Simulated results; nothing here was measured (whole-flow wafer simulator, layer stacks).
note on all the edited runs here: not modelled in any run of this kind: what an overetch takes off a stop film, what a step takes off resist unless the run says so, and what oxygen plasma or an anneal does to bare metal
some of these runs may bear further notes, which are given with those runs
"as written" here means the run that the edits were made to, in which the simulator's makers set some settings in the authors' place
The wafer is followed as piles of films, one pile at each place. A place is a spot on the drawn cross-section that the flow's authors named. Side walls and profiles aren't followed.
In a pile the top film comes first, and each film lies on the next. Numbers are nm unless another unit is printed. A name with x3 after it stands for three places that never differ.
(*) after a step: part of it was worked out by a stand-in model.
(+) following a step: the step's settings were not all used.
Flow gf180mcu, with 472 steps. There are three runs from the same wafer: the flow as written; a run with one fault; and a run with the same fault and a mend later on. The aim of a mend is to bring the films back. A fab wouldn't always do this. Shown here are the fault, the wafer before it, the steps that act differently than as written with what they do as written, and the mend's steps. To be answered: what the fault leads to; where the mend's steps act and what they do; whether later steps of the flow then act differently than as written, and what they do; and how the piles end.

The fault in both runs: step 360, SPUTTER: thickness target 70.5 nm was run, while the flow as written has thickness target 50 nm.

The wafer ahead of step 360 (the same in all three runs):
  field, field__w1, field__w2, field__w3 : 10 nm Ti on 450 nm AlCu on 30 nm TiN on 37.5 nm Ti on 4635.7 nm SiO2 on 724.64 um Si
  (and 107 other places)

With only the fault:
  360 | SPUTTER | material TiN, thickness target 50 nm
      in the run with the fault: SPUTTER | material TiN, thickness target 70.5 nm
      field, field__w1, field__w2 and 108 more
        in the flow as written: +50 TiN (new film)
        in the run with the fault: +70.5 TiN (new film)
  Steps later in the flow that act otherwise than as written (3 other steps are not shown; they differ only slightly, by no more than 2% or 0.5 nm, whichever is larger):
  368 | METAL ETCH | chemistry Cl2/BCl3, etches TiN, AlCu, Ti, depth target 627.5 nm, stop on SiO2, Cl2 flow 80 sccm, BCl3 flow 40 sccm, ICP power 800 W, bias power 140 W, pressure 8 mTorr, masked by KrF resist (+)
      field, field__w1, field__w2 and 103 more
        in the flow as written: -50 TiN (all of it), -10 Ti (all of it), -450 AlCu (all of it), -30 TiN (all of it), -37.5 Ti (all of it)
        in the run with the fault: -70.5 TiN (all of it), -10 Ti (all of it), -450 AlCu (all of it), -30 TiN (all of it), -37.5 Ti (all of it)
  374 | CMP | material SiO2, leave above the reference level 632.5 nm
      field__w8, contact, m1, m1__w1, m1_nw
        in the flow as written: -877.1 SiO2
        in the run with the fault: -897.6 SiO2
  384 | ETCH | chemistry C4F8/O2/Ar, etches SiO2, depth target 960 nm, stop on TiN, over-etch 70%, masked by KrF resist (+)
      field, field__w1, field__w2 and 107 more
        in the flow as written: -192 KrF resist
        in the run with the fault: -187.7 KrF resist
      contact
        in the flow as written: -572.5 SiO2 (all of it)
        in the run with the fault: -552 SiO2 (all of it)
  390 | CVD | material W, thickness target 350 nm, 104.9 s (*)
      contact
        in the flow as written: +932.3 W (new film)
        in the run with the fault: +911.6 W (new film)
  The piles end different from the flow's at field__w8, contact, m1, m1__w1, m1_nw by more than 2% or 0.5 nm, whichever is larger.
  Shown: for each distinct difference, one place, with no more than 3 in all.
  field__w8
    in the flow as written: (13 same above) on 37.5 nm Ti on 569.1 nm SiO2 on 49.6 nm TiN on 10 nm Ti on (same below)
    in the run with the fault: (13 same above) on 37.5 nm Ti on 548.6 nm SiO2 on 70.1 nm TiN on 10 nm Ti on (same below)
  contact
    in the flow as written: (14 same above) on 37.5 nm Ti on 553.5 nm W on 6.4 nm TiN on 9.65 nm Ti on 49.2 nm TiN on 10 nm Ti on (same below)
    in the run with the fault: (14 same above) on 37.5 nm Ti on 532.8 nm W on 6.48 nm TiN on 9.77 nm Ti on 69.7 nm TiN on 10 nm Ti on (same below)

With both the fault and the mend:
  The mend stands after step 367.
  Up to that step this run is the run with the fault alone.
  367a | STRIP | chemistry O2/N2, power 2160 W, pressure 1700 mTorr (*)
      field__w8, contact, m1, m1__w1, m1_nw
        -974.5 KrF resist (all of it)
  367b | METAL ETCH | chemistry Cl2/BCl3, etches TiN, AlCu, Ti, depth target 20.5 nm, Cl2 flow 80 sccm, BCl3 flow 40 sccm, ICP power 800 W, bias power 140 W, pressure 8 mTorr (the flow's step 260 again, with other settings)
      field, field__w1, field__w2 and 108 more
        -20.5 TiN
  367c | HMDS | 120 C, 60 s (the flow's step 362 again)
      leaves every film unchanged at each place that is followed
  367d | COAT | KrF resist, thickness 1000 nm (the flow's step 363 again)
      field, field__w1, field__w2 and 108 more
        +1000 KrF resist (new film)
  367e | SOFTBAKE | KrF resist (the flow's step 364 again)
      leaves every film unchanged at each place that is followed
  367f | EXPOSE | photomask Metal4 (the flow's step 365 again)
      leaves every film unchanged at each place that is followed
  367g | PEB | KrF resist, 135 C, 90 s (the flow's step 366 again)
      field, field__w1, field__w2 and 108 more
        -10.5 KrF resist
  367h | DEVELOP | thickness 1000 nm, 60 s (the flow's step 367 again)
      field, field__w1, field__w2 and 103 more
        -989.5 KrF resist (all of it)
      field__w8, contact, m1, m1__w1, m1_nw
        -14.9 KrF resist
  None of the later steps of the flow acts differently than as written at any place that is followed.
  At every place that both follow, the piles at the end match the flow's.
